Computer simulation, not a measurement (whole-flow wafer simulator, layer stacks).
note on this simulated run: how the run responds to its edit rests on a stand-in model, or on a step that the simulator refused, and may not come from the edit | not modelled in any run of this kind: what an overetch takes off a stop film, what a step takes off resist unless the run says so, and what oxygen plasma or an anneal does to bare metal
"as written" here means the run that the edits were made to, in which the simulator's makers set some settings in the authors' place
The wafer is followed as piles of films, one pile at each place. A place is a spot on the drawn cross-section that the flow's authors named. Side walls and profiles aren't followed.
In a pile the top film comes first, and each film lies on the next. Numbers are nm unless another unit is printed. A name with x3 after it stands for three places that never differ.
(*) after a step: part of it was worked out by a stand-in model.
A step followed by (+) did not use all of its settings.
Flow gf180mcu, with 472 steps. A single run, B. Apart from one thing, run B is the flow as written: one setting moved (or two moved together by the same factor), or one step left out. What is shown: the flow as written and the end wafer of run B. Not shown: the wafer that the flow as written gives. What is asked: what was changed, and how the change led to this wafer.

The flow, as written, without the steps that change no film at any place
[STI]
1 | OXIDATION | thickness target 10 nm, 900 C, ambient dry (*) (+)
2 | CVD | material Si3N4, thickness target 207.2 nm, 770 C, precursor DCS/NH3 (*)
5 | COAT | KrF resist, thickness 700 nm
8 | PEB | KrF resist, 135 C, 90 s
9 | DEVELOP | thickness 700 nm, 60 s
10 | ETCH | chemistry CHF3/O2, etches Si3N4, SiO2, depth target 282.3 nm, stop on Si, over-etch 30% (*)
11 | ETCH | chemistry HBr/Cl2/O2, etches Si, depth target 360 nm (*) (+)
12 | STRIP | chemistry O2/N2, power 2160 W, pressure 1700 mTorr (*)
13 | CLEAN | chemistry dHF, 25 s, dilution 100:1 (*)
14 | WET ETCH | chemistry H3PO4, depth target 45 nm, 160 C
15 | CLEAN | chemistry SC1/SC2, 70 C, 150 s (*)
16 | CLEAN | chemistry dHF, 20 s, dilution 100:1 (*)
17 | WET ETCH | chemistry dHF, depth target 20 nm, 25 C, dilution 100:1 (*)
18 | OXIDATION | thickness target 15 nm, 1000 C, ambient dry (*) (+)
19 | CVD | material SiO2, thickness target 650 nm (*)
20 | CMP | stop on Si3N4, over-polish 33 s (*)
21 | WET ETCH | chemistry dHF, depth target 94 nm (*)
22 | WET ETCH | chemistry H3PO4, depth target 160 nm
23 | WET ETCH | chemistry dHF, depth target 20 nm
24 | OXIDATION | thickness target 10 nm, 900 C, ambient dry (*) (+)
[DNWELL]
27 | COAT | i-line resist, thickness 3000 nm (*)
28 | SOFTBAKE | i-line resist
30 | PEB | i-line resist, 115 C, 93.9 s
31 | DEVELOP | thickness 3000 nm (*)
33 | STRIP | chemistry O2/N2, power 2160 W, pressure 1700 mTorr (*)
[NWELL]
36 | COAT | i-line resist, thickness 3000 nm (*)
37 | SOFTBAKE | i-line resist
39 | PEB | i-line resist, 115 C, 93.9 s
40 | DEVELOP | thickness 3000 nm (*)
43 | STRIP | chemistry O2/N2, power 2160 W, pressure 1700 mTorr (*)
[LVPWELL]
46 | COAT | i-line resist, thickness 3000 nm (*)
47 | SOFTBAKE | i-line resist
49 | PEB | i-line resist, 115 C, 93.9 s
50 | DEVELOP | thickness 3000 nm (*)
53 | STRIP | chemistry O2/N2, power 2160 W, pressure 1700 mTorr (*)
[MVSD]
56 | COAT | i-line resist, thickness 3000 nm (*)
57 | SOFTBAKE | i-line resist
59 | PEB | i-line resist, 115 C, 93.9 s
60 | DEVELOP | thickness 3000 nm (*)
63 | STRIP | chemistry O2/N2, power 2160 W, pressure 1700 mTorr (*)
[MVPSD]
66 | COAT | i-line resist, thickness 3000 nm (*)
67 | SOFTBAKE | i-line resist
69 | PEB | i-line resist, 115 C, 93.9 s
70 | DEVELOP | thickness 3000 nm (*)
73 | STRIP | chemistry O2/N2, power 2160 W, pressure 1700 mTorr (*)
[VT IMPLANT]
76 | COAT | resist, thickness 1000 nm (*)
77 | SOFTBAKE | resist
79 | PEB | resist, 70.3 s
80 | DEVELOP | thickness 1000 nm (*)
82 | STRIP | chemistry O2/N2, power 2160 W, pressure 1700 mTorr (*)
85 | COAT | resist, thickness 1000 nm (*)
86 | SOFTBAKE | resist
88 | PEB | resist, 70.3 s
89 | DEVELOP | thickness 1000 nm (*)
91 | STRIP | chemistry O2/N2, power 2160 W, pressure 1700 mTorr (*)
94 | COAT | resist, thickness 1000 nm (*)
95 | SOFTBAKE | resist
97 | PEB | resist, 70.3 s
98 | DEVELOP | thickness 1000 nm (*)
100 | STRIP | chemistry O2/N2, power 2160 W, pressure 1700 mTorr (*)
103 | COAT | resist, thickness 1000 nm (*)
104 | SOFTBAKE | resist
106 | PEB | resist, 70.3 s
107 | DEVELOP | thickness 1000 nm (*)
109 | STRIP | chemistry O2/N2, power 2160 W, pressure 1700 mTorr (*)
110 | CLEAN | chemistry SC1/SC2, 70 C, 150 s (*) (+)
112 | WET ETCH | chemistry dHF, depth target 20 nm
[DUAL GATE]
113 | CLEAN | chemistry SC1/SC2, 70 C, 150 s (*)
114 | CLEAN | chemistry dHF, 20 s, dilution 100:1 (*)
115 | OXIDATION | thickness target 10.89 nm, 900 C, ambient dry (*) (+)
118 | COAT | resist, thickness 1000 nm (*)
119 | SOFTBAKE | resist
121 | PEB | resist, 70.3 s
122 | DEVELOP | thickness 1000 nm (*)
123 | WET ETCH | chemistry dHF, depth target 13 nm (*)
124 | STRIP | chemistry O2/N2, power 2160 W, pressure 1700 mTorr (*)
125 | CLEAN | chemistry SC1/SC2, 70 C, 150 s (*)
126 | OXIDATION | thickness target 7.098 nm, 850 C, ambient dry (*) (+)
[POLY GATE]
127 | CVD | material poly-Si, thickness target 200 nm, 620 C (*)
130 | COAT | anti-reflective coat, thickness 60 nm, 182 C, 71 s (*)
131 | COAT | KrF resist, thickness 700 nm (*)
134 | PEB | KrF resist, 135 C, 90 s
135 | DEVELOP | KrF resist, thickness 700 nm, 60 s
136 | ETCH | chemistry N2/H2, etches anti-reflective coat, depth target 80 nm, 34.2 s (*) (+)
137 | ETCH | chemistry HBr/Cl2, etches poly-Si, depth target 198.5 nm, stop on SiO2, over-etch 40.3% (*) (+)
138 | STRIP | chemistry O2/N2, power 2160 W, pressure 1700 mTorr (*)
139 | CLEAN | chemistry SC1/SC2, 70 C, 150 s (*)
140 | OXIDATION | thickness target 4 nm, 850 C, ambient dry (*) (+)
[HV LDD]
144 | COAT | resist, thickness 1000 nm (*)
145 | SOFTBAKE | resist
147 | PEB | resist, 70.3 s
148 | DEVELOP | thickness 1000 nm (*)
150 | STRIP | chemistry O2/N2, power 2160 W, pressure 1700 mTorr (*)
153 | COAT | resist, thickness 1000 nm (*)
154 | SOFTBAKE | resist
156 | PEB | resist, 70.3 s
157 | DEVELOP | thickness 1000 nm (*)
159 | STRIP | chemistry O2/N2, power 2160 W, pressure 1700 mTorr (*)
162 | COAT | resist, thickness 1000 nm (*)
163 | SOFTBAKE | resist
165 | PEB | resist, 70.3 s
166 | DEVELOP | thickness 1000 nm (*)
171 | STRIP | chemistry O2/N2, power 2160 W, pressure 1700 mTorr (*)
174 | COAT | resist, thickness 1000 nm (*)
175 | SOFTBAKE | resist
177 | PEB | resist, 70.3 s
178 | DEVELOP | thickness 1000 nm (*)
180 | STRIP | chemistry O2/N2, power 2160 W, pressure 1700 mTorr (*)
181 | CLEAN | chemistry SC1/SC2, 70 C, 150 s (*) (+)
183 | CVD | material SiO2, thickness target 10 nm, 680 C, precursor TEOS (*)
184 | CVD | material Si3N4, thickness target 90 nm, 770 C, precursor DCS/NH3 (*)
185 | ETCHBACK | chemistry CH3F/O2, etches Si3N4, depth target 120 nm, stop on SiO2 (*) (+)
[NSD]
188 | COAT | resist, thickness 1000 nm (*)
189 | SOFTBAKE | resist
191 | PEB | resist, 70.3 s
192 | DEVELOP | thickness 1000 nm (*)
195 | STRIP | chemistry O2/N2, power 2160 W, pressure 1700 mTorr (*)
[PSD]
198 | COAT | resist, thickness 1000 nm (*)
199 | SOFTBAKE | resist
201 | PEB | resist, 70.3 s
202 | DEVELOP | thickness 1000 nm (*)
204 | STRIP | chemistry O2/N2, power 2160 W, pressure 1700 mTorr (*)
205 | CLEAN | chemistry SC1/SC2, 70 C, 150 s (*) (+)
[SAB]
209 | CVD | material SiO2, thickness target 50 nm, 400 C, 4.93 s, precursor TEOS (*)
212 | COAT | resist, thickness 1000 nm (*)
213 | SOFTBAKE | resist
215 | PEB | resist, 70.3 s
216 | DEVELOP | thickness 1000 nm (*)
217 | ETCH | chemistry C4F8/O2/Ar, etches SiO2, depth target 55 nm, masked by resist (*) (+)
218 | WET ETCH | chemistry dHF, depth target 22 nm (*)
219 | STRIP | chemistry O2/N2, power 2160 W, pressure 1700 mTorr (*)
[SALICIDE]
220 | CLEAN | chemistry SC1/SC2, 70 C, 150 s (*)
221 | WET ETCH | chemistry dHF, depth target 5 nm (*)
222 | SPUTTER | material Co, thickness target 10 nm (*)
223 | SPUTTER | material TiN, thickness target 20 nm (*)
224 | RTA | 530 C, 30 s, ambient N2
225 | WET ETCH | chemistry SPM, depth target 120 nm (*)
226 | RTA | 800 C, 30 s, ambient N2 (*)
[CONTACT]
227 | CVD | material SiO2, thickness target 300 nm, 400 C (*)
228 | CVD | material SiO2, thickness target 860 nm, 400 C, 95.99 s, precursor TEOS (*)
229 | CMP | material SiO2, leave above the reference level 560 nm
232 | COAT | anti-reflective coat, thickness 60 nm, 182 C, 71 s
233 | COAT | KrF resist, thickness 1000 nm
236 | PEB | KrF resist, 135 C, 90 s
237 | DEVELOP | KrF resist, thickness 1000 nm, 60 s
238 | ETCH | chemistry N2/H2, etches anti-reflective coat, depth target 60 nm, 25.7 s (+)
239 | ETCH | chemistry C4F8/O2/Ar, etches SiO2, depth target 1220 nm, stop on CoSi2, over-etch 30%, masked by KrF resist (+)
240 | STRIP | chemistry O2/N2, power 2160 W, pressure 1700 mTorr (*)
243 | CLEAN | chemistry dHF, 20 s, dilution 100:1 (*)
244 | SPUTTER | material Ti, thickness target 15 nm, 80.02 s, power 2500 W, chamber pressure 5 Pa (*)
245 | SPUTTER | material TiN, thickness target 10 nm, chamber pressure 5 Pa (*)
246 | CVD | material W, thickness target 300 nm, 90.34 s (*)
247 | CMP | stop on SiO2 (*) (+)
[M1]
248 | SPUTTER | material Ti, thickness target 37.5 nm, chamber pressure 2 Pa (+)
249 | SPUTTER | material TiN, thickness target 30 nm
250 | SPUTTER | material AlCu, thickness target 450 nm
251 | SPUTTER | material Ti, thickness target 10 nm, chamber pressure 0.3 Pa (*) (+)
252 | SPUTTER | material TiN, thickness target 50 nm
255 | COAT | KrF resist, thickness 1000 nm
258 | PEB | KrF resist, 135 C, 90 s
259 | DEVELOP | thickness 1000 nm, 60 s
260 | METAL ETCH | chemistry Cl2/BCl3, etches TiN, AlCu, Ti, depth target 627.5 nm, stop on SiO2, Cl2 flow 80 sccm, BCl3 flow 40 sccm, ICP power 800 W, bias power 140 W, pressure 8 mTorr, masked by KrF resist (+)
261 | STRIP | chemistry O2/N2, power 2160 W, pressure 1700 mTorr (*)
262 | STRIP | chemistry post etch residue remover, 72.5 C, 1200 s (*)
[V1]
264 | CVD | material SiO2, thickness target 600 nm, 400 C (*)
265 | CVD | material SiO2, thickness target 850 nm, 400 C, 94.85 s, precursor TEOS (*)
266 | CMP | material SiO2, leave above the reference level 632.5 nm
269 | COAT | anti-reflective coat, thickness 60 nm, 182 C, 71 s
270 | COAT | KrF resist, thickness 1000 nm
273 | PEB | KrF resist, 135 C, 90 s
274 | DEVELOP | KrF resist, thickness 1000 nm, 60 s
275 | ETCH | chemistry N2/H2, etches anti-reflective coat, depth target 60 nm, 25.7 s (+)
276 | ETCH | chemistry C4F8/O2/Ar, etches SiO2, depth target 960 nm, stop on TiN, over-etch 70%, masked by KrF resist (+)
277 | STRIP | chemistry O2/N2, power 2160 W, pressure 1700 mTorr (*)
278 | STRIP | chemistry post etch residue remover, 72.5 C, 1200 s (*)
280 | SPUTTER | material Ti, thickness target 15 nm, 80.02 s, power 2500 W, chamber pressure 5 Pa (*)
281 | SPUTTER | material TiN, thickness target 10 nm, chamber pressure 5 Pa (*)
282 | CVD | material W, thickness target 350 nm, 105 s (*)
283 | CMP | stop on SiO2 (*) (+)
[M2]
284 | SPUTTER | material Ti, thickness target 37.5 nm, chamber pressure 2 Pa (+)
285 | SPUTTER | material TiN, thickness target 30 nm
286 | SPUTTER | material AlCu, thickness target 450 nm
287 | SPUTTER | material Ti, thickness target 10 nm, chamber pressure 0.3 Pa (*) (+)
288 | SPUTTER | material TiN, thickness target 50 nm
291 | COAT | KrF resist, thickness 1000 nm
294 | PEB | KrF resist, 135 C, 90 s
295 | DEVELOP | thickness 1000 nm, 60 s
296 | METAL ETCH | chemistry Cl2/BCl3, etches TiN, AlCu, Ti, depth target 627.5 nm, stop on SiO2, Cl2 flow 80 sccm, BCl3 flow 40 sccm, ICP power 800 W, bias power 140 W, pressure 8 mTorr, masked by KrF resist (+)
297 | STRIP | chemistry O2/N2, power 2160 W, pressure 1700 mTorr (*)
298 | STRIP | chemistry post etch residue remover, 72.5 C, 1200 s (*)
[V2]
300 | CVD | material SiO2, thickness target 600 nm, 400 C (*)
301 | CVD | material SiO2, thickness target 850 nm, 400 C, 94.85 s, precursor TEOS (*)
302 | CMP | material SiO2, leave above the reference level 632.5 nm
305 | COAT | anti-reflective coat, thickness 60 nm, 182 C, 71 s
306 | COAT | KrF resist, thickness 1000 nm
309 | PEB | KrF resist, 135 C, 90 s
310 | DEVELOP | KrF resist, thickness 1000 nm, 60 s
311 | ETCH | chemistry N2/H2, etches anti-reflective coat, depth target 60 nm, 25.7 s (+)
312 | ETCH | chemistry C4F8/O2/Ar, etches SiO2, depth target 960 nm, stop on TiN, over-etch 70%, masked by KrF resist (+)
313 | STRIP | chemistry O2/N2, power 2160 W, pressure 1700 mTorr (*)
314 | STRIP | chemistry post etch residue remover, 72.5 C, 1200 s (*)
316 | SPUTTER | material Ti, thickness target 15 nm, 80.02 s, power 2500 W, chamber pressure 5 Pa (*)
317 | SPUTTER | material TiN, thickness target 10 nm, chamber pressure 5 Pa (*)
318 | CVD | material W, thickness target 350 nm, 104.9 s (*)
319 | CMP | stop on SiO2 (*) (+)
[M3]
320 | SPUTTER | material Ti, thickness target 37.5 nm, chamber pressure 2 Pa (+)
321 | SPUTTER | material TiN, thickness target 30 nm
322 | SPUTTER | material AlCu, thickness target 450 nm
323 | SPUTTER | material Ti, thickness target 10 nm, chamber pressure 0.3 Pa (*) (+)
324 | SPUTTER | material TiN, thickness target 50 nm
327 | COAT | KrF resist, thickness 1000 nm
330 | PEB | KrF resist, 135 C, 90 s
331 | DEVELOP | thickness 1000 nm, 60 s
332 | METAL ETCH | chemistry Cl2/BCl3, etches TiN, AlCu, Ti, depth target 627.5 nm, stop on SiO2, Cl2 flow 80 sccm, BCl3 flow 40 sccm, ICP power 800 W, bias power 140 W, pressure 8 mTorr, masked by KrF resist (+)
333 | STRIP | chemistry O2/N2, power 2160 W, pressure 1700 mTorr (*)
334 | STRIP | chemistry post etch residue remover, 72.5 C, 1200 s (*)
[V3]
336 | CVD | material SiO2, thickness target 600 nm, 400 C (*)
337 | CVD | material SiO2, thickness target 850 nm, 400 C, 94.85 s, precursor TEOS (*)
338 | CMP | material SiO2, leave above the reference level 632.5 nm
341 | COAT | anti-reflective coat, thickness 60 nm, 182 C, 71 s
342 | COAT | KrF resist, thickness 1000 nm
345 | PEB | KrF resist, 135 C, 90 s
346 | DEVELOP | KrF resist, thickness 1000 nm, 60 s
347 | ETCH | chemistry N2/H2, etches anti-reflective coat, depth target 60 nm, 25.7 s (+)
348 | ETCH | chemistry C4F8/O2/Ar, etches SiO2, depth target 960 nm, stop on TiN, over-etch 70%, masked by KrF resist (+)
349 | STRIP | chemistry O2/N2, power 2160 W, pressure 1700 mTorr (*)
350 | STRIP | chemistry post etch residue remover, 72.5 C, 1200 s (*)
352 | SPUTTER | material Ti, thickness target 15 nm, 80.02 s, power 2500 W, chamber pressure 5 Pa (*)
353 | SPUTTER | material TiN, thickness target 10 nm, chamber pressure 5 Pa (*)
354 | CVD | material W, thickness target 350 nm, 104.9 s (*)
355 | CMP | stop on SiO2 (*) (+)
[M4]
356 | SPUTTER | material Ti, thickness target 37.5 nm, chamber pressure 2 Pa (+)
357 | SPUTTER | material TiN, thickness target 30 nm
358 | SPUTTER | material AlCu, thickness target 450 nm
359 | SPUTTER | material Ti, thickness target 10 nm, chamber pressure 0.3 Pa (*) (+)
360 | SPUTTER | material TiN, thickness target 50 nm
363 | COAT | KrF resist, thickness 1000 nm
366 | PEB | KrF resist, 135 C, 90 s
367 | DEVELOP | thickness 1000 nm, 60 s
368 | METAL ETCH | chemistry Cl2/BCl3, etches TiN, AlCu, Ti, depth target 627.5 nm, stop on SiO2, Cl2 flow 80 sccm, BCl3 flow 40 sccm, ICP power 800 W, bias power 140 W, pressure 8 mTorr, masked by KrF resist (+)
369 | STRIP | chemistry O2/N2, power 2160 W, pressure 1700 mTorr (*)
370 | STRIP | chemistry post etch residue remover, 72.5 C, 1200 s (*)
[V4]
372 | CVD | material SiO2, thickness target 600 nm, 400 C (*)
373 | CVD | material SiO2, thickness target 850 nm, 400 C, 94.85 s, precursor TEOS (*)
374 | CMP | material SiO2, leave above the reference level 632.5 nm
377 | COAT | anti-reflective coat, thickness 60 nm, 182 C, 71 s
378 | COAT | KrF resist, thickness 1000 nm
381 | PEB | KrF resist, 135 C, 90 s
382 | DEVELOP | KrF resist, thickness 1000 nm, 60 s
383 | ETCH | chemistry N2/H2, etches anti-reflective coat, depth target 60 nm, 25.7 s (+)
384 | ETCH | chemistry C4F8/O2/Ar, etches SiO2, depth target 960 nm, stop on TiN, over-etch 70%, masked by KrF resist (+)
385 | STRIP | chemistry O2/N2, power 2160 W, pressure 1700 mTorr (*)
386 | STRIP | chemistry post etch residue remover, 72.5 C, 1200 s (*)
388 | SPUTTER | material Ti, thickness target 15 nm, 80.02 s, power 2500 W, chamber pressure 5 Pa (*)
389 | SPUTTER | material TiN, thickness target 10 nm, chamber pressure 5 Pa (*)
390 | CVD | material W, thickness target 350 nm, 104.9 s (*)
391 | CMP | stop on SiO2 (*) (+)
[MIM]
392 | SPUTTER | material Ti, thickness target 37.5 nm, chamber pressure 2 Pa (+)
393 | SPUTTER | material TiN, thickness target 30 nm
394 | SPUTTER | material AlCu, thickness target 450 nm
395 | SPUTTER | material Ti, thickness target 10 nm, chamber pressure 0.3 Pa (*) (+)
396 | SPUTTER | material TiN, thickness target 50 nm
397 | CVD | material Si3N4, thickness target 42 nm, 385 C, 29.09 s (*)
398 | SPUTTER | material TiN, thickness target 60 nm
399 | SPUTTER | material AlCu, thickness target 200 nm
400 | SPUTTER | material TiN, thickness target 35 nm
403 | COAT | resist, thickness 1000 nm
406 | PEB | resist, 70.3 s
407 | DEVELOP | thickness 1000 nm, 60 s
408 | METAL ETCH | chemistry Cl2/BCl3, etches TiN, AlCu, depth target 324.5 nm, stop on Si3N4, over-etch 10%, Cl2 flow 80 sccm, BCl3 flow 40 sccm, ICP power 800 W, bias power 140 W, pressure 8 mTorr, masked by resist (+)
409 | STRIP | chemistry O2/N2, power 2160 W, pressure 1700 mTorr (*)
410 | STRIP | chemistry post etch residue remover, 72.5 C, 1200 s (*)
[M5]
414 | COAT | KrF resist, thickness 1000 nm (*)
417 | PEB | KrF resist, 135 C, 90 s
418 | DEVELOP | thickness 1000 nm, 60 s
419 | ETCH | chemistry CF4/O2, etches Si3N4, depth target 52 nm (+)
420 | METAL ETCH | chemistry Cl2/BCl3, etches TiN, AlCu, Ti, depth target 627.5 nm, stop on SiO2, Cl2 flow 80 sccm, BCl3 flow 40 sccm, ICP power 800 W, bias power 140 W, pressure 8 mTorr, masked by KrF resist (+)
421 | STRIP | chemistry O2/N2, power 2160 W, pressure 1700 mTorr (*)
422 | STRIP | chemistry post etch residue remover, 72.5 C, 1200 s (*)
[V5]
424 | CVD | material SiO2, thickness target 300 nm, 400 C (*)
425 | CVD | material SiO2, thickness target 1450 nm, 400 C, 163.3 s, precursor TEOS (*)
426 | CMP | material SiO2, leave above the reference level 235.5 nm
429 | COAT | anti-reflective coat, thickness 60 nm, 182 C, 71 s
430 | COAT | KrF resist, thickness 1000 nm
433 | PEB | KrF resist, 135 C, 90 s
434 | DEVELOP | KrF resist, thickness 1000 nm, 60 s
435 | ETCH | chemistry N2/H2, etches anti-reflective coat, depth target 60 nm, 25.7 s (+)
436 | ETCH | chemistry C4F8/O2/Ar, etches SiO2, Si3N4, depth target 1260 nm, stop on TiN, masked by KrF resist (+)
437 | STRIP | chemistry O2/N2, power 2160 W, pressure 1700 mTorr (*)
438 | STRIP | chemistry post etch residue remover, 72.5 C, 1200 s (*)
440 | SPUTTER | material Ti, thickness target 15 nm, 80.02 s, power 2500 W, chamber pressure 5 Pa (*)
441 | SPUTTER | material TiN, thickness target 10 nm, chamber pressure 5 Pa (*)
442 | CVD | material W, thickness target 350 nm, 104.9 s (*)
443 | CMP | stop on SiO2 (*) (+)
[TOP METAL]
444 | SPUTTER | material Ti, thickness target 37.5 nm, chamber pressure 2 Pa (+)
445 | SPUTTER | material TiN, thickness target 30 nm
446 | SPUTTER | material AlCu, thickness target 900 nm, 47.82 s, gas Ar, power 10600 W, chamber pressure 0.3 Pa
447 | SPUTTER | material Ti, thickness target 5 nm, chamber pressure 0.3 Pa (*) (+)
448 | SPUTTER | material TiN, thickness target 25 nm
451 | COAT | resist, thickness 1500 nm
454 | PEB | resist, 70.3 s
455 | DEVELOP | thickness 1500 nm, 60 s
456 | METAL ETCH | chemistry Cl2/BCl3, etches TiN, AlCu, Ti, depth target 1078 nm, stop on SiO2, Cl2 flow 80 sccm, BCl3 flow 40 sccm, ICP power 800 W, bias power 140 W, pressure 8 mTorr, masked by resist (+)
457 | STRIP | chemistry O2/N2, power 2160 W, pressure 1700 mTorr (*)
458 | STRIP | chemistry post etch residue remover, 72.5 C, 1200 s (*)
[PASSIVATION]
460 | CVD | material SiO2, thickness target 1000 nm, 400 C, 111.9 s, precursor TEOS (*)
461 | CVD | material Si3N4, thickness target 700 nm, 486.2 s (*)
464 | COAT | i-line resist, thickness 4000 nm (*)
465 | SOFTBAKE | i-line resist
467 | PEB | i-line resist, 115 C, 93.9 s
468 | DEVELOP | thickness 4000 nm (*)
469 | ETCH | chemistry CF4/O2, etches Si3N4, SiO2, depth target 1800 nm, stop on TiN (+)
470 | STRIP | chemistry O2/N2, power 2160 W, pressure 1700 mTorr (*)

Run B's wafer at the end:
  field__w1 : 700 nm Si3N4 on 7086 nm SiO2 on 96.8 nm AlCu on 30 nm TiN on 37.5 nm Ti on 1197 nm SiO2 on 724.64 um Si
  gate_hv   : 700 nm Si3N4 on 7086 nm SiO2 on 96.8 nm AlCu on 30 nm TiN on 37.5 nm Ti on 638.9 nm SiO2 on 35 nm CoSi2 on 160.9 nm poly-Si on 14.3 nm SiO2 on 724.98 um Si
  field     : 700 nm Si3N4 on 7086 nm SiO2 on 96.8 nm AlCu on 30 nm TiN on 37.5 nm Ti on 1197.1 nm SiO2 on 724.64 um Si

Cause: step 250, SPUTTER: thickness target 670 nm was run, while the flow as written has thickness target 450 nm.

The path from the change to this, step by step:
  250 | SPUTTER | material AlCu, thickness target 450 nm
      field, field__w1, field__w2 and 108 more: AlCu gains 670 (new film) (as written it would have been: AlCu gains 450 (new film))
  260 | METAL ETCH | chemistry Cl2/BCl3, etches TiN, AlCu, Ti, depth target 627.5 nm, stop on SiO2, Cl2 flow 80 sccm, BCl3 flow 40 sccm, ICP power 800 W, bias power 140 W, pressure 8 mTorr, masked by KrF resist (+)
      field, field__w1, field__w2 and 99 more: TiN loses 50 (all of it), Ti loses 10 (all of it), AlCu loses 567.5 (as written it would have been: TiN loses 50 (all of it), Ti loses 10 (all of it), AlCu loses 450 (all of it), TiN loses 30 (all of it), Ti loses 37.5 (all of it))
  262 | STRIP | chemistry post etch residue remover, 72.5 C, 1200 s (*)
      field, field__w1, field__w2 and 99 more: AlCu loses 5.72 (as written it would have been: nothing)
  264 | CVD | material SiO2, thickness target 600 nm, 400 C (*)
      field, field__w1, field__w2 and 99 more: SiO2 gains 600 (new film) (as written it would have been: SiO2 gains 600)
  266 | CMP | material SiO2, leave above the reference level 632.5 nm
      field, field__w1, field__w2 and 99 more: SiO2 loses 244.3 (as written it would have been: SiO2 loses 300)
If metal films that touch count as one body, field__w1 has 1 body; the flow as written gives 0 bodies.
If metal films that touch count as one body, gate_hv has 2 bodies (between them, from the top down: SiO2 638.9); the flow as written gives 1 body.
If metal films that touch count as one body, field has 1 body; the flow as written gives 0 bodies.
